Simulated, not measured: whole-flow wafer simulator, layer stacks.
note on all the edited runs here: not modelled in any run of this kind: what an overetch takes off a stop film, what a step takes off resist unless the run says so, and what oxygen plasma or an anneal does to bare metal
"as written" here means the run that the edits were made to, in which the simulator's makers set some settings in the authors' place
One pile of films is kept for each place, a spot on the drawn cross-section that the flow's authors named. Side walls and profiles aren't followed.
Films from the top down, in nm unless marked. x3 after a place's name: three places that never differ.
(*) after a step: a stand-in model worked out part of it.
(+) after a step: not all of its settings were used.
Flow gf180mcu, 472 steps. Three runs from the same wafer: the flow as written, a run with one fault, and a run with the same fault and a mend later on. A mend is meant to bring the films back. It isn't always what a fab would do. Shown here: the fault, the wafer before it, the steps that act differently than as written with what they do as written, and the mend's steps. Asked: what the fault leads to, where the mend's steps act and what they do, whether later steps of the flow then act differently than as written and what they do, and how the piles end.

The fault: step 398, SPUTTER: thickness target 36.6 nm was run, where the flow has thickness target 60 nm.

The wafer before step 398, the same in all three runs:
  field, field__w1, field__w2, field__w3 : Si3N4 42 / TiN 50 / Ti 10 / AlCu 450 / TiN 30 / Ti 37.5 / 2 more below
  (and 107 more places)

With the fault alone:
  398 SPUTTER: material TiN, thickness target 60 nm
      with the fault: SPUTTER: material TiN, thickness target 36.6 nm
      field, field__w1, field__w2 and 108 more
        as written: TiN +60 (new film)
        with the fault: TiN +36.6 (new film)
  Later steps of the flow that act differently than as written (6 more steps differ only slightly, by at most 2% or 0.5 nm, whichever is larger, and aren't shown):
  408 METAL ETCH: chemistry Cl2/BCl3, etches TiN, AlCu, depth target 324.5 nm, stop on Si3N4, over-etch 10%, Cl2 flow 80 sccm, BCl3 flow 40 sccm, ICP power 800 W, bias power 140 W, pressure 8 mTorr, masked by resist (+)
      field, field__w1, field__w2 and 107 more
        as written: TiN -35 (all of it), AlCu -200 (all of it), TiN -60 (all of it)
        with the fault: TiN -35 (all of it), AlCu -200 (all of it), TiN -36.6 (all of it)
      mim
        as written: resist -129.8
        with the fault: resist -119.5
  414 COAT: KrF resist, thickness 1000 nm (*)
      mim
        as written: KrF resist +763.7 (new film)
        with the fault: KrF resist +781.6 (new film)
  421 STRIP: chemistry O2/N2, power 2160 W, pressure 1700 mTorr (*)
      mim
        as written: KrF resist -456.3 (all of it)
        with the fault: KrF resist -473.9 (all of it)
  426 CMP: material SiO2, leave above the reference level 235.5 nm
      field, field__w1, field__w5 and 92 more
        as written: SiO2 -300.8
        with the fault: SiO2 -324.2
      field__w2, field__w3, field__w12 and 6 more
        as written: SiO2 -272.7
        with the fault: SiO2 -296.1
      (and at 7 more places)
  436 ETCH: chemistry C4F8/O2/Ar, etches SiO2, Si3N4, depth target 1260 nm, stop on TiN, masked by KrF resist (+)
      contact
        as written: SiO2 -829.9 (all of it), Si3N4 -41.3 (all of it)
        with the fault: SiO2 -806.5 (all of it), Si3N4 -41.3 (all of it)
  At the end the piles differ from the flow's by more than 2% or 0.5 nm, whichever is larger, at field__w8, contact, m1, m1__w1, mim, m1_nw.
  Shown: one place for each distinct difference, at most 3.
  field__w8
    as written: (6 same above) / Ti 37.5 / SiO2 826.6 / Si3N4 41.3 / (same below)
    with the fault: (6 same above) / Ti 37.5 / SiO2 803.2 / Si3N4 41.3 / (same below)
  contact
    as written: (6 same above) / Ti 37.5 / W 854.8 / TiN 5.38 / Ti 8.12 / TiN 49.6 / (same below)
    with the fault: (6 same above) / Ti 37.5 / W 831.2 / TiN 5.45 / Ti 8.23 / TiN 49.6 / (same below)
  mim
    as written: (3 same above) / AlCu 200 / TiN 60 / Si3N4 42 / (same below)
    with the fault: (3 same above) / AlCu 200 / TiN 36.6 / Si3N4 42 / (same below)

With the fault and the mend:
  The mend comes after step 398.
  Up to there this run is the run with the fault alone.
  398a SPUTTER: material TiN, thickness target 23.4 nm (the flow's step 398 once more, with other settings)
      field, field__w1, field__w2 and 108 more
        TiN +23.4
  No later step of the flow acts differently than as written at any place that is followed.
  At the end the piles are the same as the flow's at every place that both follow.
